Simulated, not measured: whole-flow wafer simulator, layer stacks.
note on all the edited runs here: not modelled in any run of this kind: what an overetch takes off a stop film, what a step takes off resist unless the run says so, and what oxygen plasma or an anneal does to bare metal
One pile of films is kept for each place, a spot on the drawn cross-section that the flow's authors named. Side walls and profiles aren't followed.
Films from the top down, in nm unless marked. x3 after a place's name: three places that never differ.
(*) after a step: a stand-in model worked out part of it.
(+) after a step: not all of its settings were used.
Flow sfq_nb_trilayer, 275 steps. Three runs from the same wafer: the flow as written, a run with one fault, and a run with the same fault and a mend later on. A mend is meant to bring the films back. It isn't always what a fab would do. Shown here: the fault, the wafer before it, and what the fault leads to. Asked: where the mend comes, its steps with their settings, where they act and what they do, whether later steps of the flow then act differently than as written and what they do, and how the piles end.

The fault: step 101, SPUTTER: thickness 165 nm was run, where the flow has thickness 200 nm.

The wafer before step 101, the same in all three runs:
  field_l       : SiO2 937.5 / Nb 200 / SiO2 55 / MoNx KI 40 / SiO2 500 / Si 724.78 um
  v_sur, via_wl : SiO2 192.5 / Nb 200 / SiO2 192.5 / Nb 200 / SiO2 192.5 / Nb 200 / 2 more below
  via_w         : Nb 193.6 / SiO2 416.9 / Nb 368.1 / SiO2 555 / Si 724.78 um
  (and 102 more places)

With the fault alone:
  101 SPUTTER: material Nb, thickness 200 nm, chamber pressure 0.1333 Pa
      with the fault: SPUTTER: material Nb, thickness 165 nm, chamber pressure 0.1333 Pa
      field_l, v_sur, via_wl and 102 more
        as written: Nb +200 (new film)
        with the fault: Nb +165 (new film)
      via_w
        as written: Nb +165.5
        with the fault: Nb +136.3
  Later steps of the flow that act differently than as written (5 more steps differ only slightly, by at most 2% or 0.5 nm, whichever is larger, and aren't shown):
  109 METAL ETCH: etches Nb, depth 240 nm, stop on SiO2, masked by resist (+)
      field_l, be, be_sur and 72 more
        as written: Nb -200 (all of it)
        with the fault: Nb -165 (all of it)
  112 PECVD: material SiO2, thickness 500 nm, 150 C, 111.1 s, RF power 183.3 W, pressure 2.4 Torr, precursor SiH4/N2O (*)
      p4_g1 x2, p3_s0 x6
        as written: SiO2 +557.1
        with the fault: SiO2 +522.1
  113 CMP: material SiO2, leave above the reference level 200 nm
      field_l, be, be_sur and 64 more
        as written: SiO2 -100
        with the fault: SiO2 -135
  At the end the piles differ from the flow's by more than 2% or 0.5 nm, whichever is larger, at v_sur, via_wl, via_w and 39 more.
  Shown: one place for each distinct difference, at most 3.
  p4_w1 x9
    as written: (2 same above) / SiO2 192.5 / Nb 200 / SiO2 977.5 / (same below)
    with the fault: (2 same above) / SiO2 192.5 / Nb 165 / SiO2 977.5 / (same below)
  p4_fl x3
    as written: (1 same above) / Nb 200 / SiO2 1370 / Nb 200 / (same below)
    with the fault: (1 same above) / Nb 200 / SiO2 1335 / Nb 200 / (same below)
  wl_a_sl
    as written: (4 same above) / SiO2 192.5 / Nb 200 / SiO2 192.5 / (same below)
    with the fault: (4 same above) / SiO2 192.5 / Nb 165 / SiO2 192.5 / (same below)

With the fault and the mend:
  The mend comes after step 101.
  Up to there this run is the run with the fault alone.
  101a SPUTTER: material Nb, thickness 35 nm, chamber pressure 0.1333 Pa (the flow's step 101 once more, with other settings)
      field_l, v_sur, via_wl and 102 more
        Nb +35
      via_w
        Nb +26.8
  No later step of the flow acts differently than as written, at any place that is followed, by more than 2% or 0.5 nm, whichever is larger.
  At the end the piles differ from the flow's only slightly at the places that both follow, by at most 2% or 0.5 nm, whichever is larger.
